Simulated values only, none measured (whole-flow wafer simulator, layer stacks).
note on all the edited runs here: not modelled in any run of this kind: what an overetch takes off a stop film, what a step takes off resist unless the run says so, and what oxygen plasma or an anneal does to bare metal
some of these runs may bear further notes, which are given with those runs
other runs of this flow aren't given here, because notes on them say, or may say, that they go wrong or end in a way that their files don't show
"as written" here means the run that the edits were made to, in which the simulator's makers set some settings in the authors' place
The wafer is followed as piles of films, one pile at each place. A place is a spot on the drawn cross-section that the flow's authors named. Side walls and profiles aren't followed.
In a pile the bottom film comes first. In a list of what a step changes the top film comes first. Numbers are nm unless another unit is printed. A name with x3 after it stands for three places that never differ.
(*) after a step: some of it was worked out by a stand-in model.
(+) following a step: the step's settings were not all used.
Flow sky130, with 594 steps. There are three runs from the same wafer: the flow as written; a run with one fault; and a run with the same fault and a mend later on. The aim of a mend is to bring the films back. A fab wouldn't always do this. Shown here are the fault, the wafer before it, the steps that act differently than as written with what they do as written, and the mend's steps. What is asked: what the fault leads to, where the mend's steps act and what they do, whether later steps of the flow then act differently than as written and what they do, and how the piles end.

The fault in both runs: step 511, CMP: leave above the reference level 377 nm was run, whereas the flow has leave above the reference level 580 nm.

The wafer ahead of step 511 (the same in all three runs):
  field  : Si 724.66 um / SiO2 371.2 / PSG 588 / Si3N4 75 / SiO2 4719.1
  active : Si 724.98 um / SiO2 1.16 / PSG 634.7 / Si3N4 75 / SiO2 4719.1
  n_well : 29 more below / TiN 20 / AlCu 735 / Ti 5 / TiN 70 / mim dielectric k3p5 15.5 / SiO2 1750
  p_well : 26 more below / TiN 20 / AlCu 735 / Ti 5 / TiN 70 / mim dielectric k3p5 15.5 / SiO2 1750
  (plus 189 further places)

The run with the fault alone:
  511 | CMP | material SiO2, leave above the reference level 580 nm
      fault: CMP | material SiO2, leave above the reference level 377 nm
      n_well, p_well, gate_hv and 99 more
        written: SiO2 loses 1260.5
        fault: SiO2 loses 1463.5
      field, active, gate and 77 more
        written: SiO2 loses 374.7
        fault: SiO2 loses 577.7
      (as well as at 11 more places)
  Later steps of the flow acting differently than as written:
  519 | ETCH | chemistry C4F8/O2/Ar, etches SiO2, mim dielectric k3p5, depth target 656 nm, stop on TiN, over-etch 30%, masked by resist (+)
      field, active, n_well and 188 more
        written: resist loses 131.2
        fault: resist loses 78.7
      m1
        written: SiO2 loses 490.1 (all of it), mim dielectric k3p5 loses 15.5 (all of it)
        fault: SiO2 loses 287.1 (all of it), mim dielectric k3p5 loses 15.5 (all of it)
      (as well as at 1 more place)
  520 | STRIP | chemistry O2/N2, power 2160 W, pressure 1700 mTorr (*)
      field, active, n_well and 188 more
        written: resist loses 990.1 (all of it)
        fault: resist loses 1042.6 (all of it)
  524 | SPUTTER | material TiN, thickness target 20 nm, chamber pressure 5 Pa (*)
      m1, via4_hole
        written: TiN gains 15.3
        fault: TiN gains 16.8
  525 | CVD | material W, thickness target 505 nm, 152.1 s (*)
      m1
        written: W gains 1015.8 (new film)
        fault: W gains 614.5 (new film)
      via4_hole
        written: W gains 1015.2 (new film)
        fault: W gains 615.6 (new film)
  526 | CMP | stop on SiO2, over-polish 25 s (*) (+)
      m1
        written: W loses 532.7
        fault: W loses 335.9
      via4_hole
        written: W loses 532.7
        fault: W loses 337.7
  By the end, the piles at field, active, n_well and 190 more depart from the flow's by more than 2% or 0.5 nm, whichever is larger.
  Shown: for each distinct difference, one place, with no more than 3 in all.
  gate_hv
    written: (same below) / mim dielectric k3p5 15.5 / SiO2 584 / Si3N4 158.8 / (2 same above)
    fault: (same below) / mim dielectric k3p5 15.5 / SiO2 381 / Si3N4 158.8 / (2 same above)
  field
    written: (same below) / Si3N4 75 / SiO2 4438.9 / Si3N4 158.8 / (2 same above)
    fault: (same below) / Si3N4 75 / SiO2 4235.9 / Si3N4 158.8 / (2 same above)
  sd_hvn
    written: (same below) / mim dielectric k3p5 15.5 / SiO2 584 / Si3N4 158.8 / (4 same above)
    fault: (same below) / mim dielectric k3p5 15.5 / SiO2 381 / Si3N4 158.8 / (4 same above)

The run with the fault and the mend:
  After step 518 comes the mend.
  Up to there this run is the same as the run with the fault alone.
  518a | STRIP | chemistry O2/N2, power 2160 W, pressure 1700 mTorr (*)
      field, active, n_well and 188 more
        resist loses 1121.3 (all of it)
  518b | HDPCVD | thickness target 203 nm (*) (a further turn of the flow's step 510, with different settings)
      field, active, n_well and 190 more
        SiO2 gains 203
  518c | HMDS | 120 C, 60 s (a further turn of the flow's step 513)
      does not change any film at any place that is followed
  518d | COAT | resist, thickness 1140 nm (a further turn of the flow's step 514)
      field, active, n_well and 190 more
        resist gains 1140 (new film)
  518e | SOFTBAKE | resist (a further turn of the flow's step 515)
      does not change any film at any place that is followed
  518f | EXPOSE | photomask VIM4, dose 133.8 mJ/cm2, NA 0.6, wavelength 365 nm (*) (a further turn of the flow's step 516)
      does not change any film at any place that is followed
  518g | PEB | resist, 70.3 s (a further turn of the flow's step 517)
      field, active, n_well and 190 more
        resist loses 18.7
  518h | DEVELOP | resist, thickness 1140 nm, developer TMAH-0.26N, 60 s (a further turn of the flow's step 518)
      m1, via4_hole
        resist loses 1121.3 (all of it)
  None of the later steps of the flow acts differently than as written at any place that is followed.
  At every place that both follow, the piles at the end match the flow's.
